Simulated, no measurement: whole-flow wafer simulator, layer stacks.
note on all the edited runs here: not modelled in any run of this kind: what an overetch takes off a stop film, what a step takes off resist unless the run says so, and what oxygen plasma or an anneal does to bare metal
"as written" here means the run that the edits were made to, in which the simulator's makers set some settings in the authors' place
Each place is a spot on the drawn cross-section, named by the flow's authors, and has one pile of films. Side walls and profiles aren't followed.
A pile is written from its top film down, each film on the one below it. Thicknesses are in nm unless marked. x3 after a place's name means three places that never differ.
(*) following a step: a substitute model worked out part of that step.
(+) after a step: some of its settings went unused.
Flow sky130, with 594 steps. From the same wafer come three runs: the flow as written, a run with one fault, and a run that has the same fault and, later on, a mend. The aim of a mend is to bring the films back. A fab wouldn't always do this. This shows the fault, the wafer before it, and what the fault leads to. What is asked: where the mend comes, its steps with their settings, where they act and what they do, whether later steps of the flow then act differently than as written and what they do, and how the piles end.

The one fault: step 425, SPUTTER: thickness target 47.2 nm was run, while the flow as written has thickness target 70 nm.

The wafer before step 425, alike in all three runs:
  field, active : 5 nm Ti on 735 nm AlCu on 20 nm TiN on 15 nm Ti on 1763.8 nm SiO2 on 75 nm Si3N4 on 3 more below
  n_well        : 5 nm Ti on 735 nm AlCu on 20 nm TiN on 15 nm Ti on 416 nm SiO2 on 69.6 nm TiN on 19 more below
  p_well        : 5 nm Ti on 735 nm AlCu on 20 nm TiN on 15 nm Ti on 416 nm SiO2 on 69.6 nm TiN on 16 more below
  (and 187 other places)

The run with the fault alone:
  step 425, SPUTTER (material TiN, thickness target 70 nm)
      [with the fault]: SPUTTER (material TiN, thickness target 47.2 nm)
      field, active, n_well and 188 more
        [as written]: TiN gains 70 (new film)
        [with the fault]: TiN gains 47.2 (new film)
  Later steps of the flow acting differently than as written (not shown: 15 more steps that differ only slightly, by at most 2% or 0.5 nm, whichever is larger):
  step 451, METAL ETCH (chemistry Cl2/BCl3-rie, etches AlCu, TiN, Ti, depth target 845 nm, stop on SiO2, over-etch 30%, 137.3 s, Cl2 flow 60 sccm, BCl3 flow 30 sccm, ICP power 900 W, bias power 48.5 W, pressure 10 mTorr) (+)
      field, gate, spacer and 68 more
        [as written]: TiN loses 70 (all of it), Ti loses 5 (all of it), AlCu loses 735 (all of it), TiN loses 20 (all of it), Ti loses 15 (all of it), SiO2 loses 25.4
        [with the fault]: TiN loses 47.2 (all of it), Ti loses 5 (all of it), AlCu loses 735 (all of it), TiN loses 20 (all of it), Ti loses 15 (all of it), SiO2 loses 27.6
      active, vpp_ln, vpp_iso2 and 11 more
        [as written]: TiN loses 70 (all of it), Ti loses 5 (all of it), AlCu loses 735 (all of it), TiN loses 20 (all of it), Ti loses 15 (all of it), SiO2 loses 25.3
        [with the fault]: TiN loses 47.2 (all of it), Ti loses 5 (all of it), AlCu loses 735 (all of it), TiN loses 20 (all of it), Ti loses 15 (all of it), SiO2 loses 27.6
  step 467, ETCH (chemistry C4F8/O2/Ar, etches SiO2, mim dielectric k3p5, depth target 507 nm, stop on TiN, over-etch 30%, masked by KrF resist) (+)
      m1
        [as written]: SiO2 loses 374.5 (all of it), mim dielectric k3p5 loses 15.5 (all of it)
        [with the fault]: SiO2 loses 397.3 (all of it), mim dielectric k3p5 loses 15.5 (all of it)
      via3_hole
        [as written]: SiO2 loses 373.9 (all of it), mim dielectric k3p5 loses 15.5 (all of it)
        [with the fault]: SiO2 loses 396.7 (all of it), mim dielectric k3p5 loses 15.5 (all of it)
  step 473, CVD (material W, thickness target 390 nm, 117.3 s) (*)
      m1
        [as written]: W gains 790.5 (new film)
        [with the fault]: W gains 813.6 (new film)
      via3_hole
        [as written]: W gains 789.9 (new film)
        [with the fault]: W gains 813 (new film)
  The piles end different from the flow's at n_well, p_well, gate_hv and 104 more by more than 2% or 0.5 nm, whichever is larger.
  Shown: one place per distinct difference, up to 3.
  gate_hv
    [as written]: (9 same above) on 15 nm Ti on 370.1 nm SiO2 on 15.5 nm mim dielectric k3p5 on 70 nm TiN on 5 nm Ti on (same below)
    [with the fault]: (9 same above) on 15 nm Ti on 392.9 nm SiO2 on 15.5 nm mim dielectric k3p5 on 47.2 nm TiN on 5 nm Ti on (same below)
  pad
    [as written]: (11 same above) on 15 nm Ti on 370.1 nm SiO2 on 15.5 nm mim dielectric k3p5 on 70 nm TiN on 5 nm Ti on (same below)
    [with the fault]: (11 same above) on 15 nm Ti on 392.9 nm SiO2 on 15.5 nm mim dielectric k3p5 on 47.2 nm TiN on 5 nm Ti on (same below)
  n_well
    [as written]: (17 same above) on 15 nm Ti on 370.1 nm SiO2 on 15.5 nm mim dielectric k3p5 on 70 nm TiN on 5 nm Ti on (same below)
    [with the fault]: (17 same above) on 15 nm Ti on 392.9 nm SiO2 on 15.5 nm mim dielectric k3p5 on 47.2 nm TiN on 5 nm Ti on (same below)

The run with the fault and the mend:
  After step 425 comes the mend.
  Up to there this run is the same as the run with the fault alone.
  step 425a, SPUTTER (material TiN, thickness target 22.8 nm) (a further turn of the flow's step 425, with different settings)
      field, active, n_well and 188 more
        TiN gains 22.8
  Later steps of the flow that are run all act as written at every place that is followed.
  At every place that both follow, the piles at the end match the flow's.
